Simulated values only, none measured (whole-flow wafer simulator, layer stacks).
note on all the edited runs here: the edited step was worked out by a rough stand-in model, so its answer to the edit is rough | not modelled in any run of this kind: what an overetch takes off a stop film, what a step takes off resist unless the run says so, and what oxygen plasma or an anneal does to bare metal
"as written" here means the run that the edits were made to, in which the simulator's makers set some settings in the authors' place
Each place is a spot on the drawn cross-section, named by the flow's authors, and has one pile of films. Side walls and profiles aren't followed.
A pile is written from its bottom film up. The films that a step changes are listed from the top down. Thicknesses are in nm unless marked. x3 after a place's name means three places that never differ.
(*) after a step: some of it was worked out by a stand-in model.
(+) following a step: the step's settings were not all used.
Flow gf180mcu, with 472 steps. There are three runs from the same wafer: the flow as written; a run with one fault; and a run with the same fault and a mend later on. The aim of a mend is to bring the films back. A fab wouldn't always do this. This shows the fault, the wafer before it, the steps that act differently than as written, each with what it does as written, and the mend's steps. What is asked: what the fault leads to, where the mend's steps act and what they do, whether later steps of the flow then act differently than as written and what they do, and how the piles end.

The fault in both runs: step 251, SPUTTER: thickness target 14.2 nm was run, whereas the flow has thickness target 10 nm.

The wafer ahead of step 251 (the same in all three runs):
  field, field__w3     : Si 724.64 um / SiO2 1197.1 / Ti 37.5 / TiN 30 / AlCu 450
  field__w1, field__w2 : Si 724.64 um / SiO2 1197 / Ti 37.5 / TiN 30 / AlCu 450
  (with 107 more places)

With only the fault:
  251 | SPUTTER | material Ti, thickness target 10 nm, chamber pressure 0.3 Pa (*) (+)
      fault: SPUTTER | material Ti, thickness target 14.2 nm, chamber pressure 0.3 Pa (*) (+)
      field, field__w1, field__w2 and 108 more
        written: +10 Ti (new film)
        fault: +14.2 Ti (new film)
  Later steps of the flow acting differently than as written (5 other steps are not shown; they differ only slightly, by no more than 2% or 0.5 nm, whichever is larger):
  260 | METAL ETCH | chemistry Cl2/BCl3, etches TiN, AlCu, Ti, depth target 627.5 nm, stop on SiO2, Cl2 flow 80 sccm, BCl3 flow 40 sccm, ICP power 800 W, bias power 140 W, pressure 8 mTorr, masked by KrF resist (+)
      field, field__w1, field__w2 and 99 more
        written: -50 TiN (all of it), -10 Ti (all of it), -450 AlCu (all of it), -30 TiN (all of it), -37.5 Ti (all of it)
        fault: -50 TiN (all of it), -14.2 Ti (all of it), -450 AlCu (all of it), -30 TiN (all of it), -37.5 Ti (all of it)
  At field__w8, contact, m1 and 6 more, the piles at the end differ from the flow's by more than 2% or 0.5 nm, whichever is larger.
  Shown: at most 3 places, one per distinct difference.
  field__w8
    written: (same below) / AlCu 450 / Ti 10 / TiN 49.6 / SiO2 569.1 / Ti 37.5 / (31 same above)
    fault: (same below) / AlCu 450 / Ti 14.2 / TiN 49.6 / SiO2 564.9 / Ti 37.5 / (31 same above)
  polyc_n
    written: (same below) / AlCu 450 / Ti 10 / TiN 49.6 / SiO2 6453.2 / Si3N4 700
    fault: (same below) / AlCu 450 / Ti 14.2 / TiN 49.6 / SiO2 6449 / Si3N4 700
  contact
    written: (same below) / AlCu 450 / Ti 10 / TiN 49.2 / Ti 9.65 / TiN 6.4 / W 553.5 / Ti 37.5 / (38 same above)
    fault: (same below) / AlCu 450 / Ti 14.2 / TiN 49.2 / Ti 9.68 / TiN 6.42 / W 549.3 / Ti 37.5 / (38 same above)

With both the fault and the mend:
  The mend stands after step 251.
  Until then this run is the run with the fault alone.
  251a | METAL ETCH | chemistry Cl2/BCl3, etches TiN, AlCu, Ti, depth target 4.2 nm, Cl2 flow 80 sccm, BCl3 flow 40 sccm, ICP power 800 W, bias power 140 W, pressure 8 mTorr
      field, field__w1, field__w2 and 108 more
        -4.2 Ti
  None of the later steps of the flow acts differently than as written at any place that is followed.
  The piles end the same as the flow's at every place that both follow.
